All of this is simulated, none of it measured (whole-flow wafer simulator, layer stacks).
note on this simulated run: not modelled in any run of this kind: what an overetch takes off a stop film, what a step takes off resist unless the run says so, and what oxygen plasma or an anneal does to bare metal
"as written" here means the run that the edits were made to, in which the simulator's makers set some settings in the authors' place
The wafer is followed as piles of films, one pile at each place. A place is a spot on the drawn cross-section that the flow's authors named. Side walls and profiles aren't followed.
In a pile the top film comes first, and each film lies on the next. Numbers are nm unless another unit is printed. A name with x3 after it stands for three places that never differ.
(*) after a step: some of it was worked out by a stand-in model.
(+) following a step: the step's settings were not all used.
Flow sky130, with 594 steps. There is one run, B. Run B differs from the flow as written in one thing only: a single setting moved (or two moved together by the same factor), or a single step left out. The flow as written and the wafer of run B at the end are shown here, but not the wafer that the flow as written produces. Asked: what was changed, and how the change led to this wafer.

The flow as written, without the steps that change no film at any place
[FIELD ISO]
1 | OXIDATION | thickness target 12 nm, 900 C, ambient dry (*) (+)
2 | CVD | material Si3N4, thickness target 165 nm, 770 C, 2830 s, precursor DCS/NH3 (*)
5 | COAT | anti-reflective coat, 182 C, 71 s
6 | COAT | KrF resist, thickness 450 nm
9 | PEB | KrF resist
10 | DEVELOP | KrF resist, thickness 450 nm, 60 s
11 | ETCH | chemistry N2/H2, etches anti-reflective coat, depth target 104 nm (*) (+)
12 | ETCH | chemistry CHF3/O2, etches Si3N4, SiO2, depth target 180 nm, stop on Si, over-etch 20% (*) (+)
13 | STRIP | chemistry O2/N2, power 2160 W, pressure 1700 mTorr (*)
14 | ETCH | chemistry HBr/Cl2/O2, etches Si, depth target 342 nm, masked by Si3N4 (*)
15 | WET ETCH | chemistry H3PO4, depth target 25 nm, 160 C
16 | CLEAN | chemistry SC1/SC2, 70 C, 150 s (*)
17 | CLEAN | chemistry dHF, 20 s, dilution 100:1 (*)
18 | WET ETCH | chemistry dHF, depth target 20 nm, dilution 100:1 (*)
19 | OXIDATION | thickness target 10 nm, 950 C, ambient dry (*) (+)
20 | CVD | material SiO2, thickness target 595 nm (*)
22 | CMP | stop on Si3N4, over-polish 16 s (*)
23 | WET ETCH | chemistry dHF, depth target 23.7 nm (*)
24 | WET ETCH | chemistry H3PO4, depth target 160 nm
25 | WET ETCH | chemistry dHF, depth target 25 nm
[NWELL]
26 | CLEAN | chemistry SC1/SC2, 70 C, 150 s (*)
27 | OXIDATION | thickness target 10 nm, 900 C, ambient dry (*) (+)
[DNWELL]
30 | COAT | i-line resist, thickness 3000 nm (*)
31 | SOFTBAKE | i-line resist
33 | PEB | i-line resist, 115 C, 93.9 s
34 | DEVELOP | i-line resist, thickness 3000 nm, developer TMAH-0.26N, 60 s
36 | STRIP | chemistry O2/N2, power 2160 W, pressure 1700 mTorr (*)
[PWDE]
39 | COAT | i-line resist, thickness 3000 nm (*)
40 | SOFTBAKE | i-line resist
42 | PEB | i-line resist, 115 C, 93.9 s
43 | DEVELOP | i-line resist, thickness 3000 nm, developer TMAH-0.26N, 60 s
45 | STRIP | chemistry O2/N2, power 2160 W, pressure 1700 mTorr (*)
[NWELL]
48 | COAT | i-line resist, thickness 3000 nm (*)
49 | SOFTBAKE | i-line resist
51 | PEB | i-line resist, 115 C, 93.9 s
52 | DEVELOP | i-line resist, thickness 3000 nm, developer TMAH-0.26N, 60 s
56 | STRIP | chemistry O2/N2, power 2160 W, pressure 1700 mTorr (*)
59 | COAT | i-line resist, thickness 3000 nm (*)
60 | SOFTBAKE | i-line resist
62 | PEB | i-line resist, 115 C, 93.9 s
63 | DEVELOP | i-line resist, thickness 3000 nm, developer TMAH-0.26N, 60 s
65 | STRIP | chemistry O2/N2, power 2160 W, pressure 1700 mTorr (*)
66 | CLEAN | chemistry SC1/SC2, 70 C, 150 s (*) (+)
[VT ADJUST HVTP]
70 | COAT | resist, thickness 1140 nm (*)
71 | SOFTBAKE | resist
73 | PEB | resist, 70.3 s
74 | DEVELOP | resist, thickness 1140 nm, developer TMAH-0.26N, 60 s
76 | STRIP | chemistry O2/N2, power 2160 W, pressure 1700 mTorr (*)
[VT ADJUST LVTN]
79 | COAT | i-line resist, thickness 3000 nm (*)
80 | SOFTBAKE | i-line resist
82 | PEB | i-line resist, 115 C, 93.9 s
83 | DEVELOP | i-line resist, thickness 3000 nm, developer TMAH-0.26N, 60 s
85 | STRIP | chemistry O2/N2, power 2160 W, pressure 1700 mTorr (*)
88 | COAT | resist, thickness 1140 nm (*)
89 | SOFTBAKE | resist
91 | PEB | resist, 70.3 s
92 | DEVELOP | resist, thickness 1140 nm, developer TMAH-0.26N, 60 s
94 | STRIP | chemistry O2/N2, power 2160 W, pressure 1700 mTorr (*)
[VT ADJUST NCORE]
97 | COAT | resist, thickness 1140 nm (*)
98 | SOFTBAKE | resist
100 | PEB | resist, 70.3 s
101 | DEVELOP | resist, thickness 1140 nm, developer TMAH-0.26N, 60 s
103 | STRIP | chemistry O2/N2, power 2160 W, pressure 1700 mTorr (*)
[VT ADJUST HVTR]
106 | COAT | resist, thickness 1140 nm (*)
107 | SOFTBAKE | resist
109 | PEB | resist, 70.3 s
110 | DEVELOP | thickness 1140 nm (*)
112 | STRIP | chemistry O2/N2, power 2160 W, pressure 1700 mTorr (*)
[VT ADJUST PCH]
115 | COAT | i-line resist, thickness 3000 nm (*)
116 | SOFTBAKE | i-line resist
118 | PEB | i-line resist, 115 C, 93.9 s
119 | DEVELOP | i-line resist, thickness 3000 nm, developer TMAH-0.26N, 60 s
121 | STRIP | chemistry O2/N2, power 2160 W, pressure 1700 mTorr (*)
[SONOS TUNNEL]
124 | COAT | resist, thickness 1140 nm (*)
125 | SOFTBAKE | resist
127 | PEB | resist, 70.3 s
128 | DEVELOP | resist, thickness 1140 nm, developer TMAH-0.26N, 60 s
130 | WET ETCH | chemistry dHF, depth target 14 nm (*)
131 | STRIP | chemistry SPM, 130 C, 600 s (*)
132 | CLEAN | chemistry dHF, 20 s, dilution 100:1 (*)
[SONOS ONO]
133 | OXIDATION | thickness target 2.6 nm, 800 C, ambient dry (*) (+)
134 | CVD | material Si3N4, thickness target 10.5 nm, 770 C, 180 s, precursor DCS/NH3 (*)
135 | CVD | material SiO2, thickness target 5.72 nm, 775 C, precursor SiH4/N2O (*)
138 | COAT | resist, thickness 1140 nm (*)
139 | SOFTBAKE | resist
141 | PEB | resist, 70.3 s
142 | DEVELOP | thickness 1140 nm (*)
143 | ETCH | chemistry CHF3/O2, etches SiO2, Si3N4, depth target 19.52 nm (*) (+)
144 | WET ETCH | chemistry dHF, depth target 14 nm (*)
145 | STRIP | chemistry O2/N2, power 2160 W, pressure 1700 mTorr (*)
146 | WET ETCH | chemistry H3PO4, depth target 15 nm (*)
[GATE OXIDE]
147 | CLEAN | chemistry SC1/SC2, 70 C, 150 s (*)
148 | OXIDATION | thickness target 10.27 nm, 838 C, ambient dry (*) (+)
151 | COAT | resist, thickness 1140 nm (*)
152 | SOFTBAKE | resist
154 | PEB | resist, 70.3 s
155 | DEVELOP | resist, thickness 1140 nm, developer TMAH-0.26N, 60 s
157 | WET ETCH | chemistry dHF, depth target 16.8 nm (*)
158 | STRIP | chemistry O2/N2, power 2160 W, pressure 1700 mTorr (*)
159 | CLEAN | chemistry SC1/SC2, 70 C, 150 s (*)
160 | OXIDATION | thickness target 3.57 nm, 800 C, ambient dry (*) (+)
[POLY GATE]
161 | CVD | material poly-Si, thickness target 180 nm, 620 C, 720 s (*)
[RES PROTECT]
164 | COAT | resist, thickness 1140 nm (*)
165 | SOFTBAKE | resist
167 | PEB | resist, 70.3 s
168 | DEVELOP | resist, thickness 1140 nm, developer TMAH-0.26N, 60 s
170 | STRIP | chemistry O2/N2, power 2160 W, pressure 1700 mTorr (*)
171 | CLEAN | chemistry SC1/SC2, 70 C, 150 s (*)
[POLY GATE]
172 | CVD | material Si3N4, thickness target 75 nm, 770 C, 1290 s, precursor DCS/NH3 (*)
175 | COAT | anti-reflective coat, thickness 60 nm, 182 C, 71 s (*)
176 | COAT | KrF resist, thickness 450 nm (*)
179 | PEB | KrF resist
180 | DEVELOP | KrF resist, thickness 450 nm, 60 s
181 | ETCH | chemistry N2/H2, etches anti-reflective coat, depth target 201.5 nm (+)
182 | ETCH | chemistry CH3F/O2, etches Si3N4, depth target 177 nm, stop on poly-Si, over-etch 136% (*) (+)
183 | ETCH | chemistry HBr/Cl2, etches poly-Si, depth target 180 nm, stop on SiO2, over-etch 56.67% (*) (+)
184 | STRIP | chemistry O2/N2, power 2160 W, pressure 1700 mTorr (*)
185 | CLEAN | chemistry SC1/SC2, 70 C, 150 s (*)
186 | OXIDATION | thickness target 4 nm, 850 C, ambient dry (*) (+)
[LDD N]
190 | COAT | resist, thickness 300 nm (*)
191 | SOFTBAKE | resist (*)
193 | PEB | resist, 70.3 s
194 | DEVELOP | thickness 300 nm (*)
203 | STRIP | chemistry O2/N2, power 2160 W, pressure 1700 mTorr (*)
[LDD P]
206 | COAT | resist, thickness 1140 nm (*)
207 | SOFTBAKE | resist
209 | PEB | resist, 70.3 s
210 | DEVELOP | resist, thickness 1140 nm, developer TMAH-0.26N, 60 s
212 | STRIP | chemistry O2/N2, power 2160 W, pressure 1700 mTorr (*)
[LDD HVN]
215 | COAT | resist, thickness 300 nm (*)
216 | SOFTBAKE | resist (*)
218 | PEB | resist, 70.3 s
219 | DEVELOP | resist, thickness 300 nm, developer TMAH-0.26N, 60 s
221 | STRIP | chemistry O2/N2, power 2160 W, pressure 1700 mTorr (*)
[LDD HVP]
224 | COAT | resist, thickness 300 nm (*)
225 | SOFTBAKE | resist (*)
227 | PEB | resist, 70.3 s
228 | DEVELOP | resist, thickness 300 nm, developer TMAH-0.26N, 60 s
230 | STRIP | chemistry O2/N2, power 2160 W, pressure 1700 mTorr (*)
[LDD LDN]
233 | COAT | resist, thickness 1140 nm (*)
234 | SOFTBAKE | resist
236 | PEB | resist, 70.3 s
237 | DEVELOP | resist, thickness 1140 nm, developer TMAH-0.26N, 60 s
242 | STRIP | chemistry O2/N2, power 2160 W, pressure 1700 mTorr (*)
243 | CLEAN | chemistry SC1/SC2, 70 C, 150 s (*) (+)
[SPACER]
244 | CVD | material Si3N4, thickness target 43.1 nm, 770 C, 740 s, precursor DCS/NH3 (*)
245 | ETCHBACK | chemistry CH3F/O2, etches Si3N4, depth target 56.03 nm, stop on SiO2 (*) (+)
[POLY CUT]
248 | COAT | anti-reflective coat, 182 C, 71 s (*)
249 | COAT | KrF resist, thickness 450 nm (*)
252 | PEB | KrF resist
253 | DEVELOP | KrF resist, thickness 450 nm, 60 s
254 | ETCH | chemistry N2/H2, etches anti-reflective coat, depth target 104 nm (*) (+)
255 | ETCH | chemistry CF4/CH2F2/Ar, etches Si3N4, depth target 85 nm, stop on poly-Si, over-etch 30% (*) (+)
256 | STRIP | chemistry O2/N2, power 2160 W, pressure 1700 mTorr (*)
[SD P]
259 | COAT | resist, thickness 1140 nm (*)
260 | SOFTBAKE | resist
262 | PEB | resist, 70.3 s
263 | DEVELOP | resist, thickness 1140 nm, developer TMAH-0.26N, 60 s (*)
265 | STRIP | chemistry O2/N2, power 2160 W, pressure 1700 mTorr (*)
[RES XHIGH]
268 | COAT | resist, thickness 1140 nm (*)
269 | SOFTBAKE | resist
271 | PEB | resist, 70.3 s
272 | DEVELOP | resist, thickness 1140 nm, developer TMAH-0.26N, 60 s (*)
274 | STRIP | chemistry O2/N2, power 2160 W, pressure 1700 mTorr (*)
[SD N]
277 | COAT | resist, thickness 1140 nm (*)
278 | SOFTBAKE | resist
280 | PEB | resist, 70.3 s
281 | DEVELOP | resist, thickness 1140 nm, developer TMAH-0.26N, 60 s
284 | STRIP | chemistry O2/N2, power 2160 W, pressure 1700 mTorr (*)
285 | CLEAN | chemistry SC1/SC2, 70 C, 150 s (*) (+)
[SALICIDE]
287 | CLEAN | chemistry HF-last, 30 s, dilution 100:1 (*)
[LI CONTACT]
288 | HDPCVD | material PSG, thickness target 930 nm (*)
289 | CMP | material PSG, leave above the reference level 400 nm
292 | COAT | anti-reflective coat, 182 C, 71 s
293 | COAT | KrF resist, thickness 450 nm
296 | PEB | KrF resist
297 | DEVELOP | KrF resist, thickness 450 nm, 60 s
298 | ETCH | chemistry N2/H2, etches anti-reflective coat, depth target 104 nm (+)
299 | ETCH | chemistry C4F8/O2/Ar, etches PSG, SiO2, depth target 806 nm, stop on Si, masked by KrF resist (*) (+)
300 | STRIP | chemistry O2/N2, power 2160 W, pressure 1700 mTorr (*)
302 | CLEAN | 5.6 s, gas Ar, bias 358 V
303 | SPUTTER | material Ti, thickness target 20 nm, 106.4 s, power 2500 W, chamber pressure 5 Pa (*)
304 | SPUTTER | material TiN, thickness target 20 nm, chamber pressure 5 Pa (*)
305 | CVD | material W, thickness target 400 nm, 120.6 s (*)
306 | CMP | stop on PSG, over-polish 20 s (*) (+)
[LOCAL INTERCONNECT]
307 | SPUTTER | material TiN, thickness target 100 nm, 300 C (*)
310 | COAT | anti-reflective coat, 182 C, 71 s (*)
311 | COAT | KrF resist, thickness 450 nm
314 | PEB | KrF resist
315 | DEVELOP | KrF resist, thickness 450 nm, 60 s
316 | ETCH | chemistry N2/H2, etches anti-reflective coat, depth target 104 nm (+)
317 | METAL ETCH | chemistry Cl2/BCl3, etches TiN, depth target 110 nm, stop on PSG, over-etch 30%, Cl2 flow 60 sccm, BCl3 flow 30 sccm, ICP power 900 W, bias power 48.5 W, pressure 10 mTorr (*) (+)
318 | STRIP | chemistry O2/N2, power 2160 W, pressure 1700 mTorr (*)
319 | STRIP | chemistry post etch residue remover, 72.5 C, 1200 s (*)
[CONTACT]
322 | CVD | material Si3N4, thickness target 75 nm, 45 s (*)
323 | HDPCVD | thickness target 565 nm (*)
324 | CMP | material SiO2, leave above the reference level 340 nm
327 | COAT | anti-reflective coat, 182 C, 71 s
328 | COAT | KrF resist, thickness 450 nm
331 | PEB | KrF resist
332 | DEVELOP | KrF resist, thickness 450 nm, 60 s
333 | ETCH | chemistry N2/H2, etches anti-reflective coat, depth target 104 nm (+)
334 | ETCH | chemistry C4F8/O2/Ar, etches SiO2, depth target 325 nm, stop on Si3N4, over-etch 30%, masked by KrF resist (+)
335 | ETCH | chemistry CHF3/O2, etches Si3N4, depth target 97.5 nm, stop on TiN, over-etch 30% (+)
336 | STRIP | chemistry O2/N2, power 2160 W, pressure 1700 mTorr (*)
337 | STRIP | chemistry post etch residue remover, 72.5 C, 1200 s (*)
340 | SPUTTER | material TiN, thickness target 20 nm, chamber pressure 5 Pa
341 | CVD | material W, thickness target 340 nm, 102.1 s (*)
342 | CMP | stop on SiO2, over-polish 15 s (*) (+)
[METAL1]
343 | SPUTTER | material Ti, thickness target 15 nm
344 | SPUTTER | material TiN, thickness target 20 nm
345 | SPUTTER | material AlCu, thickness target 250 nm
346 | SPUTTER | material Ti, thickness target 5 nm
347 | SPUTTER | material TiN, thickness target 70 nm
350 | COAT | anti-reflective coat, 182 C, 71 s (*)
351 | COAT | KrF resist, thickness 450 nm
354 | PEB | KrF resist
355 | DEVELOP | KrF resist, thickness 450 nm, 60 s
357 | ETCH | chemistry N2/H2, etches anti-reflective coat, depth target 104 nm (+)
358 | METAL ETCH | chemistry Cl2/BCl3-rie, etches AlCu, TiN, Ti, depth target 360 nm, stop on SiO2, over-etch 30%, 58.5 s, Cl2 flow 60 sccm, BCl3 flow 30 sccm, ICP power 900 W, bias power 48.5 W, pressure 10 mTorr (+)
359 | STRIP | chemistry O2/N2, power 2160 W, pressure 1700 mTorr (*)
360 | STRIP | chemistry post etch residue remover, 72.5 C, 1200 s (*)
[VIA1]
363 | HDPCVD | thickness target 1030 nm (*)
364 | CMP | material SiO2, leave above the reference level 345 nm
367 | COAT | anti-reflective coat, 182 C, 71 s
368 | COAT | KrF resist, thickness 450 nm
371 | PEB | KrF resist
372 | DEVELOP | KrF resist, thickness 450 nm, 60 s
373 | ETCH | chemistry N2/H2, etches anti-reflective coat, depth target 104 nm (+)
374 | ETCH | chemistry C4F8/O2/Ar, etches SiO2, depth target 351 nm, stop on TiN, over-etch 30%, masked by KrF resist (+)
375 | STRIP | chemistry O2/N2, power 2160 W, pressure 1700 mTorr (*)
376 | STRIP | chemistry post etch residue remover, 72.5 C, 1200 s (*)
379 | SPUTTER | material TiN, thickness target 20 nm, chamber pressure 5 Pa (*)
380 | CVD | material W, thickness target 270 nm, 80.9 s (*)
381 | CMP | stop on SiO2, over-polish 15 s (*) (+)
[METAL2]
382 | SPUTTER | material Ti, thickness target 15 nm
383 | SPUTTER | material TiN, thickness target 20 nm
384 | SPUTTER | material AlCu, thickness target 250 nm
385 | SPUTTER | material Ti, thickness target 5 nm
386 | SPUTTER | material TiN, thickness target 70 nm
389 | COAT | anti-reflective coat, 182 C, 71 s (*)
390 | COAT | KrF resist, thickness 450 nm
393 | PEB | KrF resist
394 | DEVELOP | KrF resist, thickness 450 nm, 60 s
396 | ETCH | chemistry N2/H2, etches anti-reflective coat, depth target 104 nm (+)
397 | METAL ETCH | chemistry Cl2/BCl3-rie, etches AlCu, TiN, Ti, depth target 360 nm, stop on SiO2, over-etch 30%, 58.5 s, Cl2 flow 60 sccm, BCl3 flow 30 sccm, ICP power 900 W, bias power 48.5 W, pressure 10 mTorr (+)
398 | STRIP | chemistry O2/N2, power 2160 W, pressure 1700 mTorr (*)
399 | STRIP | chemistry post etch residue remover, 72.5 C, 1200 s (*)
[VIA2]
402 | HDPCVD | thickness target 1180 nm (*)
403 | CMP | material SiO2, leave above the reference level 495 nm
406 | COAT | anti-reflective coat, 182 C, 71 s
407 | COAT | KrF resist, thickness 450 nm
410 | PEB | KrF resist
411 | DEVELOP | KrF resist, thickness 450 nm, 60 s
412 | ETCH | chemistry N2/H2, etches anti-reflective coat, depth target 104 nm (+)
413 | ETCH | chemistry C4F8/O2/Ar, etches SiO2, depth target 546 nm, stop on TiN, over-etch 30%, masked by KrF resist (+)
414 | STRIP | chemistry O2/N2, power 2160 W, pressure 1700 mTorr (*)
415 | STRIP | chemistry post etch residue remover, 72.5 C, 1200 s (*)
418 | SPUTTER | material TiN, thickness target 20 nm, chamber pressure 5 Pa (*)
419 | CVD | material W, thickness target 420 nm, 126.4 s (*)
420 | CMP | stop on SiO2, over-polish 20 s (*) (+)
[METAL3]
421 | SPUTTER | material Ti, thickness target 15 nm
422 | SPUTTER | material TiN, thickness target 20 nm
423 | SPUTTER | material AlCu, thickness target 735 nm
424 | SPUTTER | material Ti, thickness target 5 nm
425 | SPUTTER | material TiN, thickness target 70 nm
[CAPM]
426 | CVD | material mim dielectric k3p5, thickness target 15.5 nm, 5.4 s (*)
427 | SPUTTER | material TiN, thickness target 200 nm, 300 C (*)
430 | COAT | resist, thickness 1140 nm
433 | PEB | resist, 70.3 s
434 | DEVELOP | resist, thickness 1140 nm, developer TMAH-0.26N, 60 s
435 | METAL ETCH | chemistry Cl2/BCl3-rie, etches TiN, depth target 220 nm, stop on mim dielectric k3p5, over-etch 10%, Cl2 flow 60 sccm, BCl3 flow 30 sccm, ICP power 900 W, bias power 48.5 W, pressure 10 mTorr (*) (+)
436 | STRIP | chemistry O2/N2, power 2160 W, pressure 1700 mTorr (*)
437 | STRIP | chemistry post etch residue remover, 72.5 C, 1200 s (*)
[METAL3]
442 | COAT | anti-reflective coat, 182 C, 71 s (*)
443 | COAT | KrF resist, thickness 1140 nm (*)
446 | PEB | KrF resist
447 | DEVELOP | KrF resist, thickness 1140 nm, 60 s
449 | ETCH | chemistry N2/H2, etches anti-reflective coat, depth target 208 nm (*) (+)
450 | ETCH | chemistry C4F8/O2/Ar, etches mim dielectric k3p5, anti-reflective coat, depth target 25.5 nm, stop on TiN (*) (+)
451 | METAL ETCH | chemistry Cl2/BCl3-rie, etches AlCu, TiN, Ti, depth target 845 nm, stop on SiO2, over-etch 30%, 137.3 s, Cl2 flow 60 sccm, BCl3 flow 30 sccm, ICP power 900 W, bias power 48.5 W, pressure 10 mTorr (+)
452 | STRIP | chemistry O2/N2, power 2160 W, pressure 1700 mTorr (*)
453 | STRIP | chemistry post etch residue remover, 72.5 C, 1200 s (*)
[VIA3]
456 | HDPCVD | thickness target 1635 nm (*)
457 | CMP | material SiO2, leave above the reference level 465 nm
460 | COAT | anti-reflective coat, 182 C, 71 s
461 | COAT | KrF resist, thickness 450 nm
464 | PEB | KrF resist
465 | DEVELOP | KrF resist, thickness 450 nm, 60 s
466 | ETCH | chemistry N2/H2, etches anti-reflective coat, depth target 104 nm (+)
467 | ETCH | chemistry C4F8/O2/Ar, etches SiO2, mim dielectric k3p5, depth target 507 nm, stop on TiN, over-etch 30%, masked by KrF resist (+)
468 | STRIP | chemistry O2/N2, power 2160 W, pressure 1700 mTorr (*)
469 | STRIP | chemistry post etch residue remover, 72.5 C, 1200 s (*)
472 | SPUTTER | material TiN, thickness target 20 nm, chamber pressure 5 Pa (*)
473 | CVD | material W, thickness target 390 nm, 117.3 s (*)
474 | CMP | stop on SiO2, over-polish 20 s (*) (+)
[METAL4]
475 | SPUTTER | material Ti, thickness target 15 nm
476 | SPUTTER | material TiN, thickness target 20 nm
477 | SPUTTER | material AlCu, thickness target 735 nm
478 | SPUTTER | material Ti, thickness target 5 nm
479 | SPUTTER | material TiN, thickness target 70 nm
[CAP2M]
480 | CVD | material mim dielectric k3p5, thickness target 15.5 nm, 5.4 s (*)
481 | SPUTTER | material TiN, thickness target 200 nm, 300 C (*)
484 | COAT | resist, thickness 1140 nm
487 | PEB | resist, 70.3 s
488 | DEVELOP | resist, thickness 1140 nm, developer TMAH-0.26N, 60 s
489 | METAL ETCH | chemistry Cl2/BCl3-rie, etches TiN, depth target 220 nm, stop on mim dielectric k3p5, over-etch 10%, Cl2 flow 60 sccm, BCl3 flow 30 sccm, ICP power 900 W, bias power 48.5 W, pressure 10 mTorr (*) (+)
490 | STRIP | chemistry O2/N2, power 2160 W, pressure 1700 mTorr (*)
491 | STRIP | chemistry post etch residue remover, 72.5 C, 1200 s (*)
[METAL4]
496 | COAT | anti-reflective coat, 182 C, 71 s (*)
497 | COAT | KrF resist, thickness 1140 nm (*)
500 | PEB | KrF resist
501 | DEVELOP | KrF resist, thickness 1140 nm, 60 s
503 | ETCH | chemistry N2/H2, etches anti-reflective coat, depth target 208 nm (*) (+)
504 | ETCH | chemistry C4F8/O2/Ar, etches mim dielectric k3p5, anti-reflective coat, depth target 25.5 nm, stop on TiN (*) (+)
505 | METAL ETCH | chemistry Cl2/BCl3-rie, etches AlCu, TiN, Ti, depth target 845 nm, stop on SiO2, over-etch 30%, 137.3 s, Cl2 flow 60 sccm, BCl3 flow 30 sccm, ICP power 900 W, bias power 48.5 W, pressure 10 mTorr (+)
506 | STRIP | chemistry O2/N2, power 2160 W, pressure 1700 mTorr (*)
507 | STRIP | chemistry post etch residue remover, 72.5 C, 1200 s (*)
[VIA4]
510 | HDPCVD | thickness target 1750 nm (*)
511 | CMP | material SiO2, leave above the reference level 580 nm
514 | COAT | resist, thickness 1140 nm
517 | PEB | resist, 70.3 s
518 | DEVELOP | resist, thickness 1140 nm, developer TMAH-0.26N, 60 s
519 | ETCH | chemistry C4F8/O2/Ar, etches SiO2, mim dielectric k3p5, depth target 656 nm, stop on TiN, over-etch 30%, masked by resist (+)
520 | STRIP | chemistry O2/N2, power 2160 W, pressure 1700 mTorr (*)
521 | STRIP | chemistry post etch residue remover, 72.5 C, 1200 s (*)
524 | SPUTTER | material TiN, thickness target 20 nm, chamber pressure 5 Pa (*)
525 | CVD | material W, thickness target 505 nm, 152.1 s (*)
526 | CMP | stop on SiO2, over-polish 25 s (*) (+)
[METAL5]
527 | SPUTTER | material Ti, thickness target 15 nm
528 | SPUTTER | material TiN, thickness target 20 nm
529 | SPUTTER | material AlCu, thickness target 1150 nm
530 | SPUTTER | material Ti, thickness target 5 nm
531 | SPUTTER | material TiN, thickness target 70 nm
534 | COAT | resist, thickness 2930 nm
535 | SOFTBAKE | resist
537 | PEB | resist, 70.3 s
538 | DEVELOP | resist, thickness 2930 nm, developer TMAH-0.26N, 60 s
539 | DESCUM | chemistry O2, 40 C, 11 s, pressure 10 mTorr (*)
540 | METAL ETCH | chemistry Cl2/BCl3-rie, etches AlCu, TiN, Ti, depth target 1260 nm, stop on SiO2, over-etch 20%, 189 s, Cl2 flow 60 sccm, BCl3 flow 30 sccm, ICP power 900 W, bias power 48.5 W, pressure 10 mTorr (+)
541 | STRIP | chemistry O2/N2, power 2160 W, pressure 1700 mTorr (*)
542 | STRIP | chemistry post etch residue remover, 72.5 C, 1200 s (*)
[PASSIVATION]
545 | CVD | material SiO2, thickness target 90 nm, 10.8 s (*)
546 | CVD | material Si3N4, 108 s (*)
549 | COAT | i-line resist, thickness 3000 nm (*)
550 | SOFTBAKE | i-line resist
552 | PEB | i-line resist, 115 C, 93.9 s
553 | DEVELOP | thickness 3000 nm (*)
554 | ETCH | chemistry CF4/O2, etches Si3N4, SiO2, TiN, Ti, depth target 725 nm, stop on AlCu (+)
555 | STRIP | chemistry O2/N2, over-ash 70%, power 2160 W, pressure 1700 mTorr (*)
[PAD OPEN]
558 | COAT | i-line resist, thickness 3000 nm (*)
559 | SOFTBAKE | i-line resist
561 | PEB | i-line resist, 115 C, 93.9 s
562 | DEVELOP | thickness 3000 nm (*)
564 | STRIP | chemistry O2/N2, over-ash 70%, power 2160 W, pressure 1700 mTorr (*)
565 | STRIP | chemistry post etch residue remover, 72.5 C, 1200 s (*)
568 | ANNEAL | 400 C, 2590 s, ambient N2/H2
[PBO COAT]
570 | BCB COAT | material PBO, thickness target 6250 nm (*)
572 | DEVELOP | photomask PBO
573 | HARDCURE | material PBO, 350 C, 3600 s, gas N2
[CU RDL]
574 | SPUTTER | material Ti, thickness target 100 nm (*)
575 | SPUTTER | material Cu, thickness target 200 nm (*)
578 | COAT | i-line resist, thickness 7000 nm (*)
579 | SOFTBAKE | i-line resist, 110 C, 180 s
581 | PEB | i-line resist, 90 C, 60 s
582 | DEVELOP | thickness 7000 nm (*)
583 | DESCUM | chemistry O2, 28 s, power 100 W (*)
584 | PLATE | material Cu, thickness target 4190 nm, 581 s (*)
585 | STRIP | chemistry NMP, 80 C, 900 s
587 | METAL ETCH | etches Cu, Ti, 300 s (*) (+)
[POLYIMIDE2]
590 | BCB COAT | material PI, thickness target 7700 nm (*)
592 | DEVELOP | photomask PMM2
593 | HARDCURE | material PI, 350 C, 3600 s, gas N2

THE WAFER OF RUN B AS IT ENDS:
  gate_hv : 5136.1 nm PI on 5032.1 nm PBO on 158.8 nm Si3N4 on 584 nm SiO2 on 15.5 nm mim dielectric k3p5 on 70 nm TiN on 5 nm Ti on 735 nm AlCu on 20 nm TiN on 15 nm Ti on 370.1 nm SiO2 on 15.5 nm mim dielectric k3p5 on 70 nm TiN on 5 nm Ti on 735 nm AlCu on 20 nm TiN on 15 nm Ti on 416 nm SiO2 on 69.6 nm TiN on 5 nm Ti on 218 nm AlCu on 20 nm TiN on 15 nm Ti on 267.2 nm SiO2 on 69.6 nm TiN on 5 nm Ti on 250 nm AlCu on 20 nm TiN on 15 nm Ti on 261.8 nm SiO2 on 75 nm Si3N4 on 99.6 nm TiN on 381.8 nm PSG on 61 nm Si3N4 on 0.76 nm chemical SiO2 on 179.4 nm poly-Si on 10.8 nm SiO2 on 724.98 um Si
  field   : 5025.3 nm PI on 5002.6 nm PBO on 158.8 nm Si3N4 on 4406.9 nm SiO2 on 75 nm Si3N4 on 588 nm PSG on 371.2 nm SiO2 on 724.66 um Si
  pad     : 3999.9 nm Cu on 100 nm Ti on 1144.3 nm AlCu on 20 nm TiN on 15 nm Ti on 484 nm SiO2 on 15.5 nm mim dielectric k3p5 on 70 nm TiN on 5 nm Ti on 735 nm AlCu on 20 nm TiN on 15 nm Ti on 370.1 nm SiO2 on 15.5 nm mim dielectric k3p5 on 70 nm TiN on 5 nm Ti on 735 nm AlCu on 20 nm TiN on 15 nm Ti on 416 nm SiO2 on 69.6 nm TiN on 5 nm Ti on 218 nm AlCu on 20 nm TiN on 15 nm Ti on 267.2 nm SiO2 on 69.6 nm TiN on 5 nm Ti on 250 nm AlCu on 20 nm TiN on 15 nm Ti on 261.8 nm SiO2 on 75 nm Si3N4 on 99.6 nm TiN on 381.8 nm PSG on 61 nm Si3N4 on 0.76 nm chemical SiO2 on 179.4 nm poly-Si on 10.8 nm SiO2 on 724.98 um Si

Cause: step 384, SPUTTER: thickness target 218 nm was run, whereas the flow has thickness target 250 nm.
One can read it off the wafer: gate_hv has AlCu 218, and step 384 as written asks for 250 nm.

Step by step, how the change led to this:
  384 | SPUTTER | material AlCu, thickness target 250 nm
      field, active, n_well and 188 more: AlCu gains 218 (new film) (as written it would have been: AlCu gains 250 (new film))
  397 | METAL ETCH | chemistry Cl2/BCl3-rie, etches AlCu, TiN, Ti, depth target 360 nm, stop on SiO2, over-etch 30%, 58.5 s, Cl2 flow 60 sccm, BCl3 flow 30 sccm, ICP power 900 W, bias power 48.5 W, pressure 10 mTorr (+)
      field, active, gate and 82 more: TiN loses 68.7 (all of it), Ti loses 5 (all of it), AlCu loses 218 (all of it), TiN loses 20 (all of it), Ti loses 15 (all of it), SiO2 loses 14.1 (as written it would have been: TiN loses 68.7 (all of it), Ti loses 5 (all of it), AlCu loses 250 (all of it), TiN loses 20 (all of it), Ti loses 15 (all of it), SiO2 loses 10.9)
  403 | CMP | material SiO2, leave above the reference level 495 nm
      field, active, gate and 82 more: SiO2 loses 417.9 (as written it would have been: SiO2 loses 389.1)
